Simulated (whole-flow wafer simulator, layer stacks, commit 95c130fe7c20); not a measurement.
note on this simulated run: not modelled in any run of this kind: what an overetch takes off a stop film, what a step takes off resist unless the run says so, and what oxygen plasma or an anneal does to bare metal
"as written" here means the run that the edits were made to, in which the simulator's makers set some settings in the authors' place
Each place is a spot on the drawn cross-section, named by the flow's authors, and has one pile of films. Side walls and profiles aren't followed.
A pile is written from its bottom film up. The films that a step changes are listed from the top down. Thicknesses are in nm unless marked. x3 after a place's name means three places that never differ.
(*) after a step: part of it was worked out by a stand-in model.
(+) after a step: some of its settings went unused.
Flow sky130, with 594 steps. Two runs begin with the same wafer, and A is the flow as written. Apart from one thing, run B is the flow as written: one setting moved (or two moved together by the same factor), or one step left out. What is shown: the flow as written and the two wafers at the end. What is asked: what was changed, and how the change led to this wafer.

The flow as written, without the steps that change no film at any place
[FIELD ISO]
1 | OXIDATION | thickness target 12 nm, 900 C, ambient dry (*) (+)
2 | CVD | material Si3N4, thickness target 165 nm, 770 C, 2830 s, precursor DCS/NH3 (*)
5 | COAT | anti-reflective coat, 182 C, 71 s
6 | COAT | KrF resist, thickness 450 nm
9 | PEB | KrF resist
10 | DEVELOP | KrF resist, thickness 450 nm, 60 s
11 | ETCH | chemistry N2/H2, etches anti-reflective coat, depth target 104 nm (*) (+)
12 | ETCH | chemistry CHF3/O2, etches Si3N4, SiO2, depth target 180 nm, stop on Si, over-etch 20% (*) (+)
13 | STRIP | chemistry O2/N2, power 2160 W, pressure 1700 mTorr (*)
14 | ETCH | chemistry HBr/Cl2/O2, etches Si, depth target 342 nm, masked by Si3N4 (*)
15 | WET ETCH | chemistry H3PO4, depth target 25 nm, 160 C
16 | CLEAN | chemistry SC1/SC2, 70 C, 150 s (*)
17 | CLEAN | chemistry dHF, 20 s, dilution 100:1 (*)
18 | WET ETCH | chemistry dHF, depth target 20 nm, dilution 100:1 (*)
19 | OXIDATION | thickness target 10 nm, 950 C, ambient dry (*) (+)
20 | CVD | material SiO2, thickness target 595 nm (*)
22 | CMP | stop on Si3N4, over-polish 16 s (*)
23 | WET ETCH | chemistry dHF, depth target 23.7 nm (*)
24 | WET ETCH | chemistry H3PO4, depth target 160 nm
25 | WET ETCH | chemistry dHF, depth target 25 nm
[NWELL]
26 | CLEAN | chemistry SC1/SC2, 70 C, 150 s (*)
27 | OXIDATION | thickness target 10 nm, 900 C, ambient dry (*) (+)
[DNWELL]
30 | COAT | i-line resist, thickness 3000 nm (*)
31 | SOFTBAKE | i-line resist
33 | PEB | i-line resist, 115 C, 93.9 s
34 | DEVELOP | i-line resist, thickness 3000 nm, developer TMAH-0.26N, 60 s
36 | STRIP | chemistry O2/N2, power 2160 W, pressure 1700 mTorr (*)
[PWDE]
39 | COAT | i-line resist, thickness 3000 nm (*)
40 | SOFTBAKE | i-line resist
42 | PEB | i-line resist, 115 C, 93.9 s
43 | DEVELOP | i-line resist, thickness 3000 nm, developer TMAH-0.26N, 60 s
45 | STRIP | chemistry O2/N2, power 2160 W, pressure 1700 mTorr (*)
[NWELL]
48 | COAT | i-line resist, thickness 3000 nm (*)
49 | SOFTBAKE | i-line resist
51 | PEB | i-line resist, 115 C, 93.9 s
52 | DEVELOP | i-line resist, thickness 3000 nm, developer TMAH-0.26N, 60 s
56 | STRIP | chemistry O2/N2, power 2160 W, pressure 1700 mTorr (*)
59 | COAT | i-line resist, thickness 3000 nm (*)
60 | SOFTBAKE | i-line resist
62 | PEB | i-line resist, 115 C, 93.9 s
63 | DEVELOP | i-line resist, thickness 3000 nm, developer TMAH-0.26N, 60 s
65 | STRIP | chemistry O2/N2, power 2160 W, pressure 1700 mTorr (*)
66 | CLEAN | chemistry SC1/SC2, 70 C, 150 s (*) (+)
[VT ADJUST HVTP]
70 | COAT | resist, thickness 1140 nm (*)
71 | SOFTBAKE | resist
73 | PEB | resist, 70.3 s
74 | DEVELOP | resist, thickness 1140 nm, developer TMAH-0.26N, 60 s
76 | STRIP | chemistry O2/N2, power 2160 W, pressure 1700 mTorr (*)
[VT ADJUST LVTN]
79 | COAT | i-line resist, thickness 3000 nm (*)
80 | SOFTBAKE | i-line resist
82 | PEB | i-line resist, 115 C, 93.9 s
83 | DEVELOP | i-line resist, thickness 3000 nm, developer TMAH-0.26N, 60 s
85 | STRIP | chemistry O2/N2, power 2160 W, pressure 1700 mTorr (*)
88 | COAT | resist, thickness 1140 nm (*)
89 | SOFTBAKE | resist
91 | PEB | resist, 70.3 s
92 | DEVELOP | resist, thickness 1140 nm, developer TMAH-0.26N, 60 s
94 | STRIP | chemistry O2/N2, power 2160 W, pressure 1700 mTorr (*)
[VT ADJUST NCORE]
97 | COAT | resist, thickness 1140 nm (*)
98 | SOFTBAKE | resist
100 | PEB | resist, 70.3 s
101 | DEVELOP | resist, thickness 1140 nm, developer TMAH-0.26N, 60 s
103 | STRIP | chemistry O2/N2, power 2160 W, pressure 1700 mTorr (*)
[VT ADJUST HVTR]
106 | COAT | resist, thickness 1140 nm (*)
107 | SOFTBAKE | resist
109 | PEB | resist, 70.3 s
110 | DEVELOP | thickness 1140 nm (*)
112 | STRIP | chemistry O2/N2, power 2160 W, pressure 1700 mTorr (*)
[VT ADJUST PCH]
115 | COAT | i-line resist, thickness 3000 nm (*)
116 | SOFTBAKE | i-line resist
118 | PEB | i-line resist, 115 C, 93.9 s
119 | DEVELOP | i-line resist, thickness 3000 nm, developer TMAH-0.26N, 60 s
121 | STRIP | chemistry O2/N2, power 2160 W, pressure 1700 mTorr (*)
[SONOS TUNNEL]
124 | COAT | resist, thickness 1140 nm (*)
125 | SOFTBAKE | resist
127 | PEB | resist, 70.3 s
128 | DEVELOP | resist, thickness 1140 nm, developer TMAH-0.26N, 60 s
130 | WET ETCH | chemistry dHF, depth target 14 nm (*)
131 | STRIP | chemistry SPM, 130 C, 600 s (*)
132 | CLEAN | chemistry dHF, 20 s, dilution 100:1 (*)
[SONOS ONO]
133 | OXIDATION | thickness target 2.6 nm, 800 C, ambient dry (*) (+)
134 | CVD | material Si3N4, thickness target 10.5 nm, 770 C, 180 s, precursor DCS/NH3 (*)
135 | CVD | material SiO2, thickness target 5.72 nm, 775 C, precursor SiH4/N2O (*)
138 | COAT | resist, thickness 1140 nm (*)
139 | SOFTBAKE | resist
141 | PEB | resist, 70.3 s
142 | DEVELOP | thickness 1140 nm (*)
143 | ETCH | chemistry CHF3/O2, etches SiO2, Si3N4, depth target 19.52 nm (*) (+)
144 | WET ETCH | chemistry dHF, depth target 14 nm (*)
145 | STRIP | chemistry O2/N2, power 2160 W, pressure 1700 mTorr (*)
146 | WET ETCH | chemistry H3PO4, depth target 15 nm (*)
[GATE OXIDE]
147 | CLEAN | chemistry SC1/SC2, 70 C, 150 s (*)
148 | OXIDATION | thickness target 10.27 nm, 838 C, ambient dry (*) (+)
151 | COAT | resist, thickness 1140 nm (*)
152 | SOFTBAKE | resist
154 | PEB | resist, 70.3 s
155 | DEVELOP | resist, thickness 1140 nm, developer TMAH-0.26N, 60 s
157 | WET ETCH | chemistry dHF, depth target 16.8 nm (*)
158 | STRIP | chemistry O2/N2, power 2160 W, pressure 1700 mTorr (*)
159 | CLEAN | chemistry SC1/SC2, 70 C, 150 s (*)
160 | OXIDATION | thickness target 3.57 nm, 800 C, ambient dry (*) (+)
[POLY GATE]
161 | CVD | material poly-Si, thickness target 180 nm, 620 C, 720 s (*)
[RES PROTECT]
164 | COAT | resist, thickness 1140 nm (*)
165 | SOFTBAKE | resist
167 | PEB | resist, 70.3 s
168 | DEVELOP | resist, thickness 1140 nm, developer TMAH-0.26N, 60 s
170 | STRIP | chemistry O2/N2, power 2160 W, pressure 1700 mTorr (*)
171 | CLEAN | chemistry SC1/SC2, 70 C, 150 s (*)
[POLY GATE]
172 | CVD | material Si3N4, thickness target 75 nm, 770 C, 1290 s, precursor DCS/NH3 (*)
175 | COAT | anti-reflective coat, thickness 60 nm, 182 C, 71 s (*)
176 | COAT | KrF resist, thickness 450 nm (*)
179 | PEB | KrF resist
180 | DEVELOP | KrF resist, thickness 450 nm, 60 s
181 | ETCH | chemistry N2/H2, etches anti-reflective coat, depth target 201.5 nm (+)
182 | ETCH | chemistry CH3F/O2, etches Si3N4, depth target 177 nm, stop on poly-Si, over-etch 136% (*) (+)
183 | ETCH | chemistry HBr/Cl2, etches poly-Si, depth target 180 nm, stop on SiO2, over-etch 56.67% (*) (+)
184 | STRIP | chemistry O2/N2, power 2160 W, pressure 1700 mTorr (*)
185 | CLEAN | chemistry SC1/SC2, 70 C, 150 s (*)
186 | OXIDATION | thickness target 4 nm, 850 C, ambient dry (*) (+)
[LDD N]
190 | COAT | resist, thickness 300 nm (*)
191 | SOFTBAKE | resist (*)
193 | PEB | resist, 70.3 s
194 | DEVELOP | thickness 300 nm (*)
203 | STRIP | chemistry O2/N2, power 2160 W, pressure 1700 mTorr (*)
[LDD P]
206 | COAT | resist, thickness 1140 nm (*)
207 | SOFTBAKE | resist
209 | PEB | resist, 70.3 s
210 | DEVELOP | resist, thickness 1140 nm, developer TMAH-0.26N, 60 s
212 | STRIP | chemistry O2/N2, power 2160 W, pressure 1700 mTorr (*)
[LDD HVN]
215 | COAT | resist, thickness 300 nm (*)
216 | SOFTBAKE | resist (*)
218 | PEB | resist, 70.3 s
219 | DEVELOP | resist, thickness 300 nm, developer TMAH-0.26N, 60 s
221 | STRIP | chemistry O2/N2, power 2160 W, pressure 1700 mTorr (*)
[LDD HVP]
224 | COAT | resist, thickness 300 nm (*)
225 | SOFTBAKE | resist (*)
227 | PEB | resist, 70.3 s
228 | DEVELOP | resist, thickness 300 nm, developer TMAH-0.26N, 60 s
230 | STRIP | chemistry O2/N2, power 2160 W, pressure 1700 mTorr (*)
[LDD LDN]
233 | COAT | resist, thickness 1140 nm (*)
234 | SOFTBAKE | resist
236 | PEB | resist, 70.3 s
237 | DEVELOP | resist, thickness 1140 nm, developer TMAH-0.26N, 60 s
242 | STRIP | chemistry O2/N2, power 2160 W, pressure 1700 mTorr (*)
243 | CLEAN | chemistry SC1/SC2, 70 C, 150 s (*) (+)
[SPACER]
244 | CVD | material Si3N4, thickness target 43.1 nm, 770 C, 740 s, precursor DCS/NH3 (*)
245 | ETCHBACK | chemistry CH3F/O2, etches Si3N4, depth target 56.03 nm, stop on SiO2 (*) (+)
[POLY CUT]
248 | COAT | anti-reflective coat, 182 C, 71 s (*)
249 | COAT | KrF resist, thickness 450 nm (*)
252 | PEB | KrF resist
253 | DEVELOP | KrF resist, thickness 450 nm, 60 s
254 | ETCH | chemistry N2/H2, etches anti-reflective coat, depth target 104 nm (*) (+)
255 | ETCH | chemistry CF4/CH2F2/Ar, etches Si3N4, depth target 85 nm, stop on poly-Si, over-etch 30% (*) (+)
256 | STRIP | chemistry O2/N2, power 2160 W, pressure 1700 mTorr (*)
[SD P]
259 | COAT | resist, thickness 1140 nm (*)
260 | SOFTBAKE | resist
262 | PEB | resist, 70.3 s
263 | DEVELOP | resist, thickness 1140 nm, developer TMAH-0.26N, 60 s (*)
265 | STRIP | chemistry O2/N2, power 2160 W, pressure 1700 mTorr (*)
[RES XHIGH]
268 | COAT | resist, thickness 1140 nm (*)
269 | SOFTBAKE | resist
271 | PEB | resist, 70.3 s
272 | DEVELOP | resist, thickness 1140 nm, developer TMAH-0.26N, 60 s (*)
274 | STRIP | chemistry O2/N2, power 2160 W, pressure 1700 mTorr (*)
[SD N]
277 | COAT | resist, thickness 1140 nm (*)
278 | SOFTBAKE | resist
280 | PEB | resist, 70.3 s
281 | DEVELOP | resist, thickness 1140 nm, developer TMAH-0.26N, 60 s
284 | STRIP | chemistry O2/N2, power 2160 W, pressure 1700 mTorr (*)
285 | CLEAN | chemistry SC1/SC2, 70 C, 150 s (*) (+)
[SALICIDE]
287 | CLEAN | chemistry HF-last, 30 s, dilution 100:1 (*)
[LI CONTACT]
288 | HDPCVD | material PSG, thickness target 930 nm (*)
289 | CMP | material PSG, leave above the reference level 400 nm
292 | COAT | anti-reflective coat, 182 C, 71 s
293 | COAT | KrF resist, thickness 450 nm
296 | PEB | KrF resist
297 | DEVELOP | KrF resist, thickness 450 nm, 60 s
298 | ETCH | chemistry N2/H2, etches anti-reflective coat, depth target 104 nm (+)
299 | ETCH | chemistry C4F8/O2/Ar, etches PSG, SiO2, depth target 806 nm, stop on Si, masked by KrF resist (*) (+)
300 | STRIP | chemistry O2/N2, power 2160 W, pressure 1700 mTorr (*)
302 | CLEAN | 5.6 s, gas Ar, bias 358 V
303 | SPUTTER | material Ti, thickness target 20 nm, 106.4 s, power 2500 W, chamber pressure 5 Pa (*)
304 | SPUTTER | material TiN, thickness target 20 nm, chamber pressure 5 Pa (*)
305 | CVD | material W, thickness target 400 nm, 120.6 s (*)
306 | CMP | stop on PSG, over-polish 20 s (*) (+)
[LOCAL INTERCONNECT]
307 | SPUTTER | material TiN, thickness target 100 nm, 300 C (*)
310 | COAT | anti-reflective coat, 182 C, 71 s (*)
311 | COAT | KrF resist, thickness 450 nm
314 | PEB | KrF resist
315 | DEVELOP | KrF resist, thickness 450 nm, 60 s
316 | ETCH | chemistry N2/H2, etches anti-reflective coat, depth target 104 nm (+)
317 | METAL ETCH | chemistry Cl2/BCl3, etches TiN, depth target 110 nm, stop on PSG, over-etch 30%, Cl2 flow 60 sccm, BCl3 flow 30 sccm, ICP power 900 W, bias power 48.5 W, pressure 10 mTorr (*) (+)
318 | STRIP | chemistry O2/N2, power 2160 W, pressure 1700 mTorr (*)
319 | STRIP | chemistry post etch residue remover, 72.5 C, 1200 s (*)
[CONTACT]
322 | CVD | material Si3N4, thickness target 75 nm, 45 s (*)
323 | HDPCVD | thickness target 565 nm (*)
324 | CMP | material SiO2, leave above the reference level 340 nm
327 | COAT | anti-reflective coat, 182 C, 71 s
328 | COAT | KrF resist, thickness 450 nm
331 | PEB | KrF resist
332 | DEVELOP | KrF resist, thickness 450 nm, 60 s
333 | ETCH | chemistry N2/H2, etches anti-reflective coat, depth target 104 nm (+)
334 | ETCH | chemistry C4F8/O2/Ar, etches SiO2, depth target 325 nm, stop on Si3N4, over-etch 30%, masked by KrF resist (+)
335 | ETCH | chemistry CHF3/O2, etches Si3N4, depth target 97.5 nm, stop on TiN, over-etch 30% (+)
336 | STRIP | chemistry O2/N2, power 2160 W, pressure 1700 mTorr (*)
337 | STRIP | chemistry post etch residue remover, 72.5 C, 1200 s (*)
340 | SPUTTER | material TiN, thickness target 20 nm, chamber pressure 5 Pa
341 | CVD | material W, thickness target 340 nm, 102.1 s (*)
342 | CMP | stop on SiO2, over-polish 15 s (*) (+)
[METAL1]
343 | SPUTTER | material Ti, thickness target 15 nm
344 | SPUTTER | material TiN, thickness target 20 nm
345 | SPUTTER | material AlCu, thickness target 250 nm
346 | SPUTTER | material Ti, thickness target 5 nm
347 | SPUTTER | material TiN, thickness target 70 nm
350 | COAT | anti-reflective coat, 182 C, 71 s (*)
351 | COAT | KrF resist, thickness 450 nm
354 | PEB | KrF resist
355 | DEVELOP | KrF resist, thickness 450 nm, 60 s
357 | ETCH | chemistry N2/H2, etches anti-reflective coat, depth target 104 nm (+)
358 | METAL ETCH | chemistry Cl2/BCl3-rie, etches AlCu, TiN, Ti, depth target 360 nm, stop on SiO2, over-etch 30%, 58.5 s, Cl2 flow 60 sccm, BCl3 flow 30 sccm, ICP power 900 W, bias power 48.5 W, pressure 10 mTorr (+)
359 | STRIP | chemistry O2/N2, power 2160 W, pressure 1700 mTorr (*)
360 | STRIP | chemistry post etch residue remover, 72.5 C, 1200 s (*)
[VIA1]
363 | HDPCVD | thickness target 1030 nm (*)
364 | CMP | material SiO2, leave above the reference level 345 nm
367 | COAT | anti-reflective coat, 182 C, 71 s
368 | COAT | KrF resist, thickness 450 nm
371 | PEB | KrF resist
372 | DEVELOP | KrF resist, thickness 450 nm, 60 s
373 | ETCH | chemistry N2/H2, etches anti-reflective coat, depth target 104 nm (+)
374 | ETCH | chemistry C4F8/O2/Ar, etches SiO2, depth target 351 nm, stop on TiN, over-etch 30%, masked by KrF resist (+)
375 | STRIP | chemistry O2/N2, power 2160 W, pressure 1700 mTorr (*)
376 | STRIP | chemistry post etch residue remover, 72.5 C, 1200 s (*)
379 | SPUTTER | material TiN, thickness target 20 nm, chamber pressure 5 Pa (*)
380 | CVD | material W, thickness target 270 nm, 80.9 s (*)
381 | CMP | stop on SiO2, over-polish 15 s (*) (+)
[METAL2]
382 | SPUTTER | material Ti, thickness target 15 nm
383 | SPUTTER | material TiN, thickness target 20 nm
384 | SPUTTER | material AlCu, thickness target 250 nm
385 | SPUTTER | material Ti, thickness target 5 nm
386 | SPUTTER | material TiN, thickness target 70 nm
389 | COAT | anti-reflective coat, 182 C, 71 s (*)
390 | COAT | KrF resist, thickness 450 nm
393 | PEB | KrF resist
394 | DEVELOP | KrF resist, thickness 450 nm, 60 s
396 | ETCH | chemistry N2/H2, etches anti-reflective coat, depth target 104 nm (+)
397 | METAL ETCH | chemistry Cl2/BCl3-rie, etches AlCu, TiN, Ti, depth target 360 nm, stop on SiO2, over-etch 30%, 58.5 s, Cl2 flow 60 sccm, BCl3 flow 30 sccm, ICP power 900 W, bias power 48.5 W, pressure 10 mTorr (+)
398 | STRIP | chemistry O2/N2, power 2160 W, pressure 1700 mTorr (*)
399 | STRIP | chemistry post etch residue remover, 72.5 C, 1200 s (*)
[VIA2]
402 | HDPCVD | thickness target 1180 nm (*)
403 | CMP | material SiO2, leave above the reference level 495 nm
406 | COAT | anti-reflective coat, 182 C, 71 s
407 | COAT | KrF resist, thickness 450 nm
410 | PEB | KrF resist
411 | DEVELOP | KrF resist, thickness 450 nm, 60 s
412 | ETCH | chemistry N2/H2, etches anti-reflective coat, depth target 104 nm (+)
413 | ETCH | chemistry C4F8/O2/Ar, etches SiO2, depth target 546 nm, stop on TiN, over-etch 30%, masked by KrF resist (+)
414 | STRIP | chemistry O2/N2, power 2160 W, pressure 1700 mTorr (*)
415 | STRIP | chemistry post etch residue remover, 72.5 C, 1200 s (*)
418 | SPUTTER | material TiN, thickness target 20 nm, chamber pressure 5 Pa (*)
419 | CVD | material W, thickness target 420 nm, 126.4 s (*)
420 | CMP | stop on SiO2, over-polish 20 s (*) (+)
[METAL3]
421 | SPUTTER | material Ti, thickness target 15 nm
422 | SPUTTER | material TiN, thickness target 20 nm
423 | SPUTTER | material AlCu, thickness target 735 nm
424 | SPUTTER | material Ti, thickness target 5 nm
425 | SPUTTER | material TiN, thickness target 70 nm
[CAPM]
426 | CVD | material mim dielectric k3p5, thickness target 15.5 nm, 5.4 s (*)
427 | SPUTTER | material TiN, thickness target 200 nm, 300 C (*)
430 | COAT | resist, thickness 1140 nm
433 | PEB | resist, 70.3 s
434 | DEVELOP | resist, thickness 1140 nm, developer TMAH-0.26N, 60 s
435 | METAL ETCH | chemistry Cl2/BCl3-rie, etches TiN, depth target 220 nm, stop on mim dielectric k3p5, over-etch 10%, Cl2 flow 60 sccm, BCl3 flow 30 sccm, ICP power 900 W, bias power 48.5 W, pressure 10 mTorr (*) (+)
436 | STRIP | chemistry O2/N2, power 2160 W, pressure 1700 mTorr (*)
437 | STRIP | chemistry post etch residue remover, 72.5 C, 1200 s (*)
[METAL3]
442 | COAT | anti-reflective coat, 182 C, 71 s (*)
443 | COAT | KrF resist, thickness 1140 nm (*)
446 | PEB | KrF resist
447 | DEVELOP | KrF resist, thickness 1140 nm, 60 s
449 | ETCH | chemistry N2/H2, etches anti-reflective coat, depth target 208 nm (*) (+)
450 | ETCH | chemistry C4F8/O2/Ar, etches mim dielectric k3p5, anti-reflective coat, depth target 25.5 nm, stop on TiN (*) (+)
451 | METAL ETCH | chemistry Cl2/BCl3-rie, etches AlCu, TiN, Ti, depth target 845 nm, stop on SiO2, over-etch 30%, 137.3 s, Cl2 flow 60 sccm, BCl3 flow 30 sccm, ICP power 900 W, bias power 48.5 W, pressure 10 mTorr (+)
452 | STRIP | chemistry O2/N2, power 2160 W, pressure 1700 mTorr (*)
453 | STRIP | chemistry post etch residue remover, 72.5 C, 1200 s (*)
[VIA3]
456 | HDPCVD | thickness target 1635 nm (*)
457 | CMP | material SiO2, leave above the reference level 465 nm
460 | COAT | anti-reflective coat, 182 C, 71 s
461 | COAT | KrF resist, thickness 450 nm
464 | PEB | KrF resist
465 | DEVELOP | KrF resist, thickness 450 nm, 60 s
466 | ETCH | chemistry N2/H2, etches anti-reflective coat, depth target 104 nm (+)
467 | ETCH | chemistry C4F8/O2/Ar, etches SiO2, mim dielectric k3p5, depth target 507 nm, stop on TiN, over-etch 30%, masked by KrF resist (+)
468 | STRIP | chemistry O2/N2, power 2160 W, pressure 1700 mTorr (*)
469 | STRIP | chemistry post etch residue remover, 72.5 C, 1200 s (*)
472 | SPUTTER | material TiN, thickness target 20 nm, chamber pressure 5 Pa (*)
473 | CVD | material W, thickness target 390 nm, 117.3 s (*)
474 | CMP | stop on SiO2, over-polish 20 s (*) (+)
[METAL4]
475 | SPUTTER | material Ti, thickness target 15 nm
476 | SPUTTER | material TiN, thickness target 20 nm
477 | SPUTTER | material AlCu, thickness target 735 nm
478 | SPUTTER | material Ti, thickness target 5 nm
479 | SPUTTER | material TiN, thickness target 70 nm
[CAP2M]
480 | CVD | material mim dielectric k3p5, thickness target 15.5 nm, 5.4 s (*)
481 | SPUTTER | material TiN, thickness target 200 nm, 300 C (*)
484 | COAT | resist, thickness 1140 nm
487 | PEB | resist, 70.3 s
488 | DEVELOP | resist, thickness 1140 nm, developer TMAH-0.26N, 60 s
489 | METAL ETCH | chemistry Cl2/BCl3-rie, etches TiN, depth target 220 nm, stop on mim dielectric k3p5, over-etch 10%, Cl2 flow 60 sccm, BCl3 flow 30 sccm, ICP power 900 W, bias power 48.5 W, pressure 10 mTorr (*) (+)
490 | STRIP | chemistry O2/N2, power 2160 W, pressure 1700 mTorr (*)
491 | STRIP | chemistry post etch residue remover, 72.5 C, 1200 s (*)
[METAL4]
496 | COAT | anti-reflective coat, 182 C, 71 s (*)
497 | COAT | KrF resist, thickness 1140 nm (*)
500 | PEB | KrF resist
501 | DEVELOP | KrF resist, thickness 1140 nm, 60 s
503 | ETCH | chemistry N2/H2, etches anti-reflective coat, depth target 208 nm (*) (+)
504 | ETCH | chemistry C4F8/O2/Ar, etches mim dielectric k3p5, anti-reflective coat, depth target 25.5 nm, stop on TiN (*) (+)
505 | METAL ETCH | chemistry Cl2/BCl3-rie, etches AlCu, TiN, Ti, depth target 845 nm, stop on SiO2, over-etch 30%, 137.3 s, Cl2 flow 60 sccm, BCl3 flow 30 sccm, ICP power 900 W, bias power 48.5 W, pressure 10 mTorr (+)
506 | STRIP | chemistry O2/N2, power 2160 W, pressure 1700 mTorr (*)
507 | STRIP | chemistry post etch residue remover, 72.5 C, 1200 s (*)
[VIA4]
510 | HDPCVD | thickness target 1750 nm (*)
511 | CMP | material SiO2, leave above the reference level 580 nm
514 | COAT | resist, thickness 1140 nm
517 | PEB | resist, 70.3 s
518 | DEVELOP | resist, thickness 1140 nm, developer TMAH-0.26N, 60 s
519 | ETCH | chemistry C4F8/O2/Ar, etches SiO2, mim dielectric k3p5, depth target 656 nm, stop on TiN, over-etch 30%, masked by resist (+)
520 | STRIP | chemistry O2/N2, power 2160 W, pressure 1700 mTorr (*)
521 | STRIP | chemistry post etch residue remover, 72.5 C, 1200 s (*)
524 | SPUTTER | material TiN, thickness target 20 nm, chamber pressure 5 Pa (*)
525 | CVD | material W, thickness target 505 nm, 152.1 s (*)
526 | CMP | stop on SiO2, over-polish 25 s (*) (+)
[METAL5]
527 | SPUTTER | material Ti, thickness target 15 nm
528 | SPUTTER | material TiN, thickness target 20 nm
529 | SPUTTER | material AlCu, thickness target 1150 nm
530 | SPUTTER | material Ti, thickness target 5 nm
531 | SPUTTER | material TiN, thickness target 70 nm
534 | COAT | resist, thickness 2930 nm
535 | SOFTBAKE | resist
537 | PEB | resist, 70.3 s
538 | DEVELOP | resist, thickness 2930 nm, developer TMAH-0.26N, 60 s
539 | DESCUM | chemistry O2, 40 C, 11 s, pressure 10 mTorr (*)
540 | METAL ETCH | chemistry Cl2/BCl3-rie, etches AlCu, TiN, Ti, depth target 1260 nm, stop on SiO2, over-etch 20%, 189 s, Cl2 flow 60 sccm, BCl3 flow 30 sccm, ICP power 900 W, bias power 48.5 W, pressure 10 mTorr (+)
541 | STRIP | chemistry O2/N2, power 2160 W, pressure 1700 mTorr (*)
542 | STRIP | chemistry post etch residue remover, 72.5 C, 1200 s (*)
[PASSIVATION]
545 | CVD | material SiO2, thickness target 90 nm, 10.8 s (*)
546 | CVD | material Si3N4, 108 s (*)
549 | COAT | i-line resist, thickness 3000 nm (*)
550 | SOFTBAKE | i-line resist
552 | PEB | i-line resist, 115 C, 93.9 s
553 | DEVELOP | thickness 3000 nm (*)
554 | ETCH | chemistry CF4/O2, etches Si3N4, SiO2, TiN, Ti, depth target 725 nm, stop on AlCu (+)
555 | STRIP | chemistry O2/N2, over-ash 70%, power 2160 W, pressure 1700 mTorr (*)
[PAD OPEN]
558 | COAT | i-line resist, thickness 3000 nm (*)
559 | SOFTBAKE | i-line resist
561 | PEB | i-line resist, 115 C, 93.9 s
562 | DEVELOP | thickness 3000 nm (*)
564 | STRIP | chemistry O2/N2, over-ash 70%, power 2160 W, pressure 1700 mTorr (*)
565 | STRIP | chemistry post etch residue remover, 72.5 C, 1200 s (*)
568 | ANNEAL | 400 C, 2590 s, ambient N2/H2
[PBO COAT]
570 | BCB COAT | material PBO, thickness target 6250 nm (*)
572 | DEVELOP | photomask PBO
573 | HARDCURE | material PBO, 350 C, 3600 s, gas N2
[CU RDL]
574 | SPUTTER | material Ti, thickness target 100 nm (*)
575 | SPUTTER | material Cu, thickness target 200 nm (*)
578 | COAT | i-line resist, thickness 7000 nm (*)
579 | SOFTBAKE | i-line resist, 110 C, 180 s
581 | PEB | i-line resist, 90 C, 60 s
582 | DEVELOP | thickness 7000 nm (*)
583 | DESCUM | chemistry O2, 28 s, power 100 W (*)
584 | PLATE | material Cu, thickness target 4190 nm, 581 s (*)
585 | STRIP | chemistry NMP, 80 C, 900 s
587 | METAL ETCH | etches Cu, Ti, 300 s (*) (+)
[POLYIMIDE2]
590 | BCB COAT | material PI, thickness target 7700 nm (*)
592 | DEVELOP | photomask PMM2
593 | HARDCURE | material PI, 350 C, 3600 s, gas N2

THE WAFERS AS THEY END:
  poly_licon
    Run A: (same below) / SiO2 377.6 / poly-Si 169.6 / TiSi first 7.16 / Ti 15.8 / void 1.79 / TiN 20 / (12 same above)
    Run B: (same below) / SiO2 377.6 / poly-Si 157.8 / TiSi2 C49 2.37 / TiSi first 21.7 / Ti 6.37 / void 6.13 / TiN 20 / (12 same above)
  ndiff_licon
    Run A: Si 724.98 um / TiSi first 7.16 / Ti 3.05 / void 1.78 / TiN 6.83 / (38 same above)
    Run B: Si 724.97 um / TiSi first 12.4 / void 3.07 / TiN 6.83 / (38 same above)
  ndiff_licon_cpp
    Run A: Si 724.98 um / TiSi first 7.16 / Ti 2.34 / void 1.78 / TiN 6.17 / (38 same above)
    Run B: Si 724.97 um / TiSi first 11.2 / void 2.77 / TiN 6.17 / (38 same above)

The reason: step 568, ANNEAL: 460 C was run, though the flow has 400 C.

The path from the change to this, step by step:
  568 | ANNEAL | 400 C, 2590 s, ambient N2/H2
      poly_licon: A under 11 films: +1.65 void (new film), -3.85 Ti, +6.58 TiSi first (new film), -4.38 poly-Si | B under 11 films: +6.08 void (new film), -13.5 Ti, +21.5 TiSi first (new film), +2.37 TiSi2 C49 (new film), -16.5 poly-Si
      ndiff_licon: A under 37 films: +1.63 void (new film), -3.85 Ti, +6.58 TiSi first (new film), -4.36 Si | B under 37 films: +3.07 void (new film), +12.4 TiSi first (new film), -7.24 Ti (all of it), -8.21 Si
      (also at 2 further places)
If metal films that touch count as one body, ndiff_licon has 5 bodies (between them, from the top down: SiO2 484 / mim dielectric k3p5 15.5; SiO2 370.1 / mim dielectric k3p5 15.5; SiO2 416; SiO2 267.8); the flow as written gives 6 bodies (between them, from the top down: SiO2 484 / mim dielectric k3p5 15.5; SiO2 370.1 / mim dielectric k3p5 15.5; SiO2 416; SiO2 267.8; void 1.78).
If metal films that touch count as one body, ndiff_licon_cpp has 5 bodies (between them, from the top down: SiO2 484 / mim dielectric k3p5 15.5; SiO2 370.1 / mim dielectric k3p5 15.5; SiO2 416; SiO2 267.8); the flow as written gives 6 bodies (between them, from the top down: SiO2 484 / mim dielectric k3p5 15.5; SiO2 370.1 / mim dielectric k3p5 15.5; SiO2 416; SiO2 267.8; void 1.78).
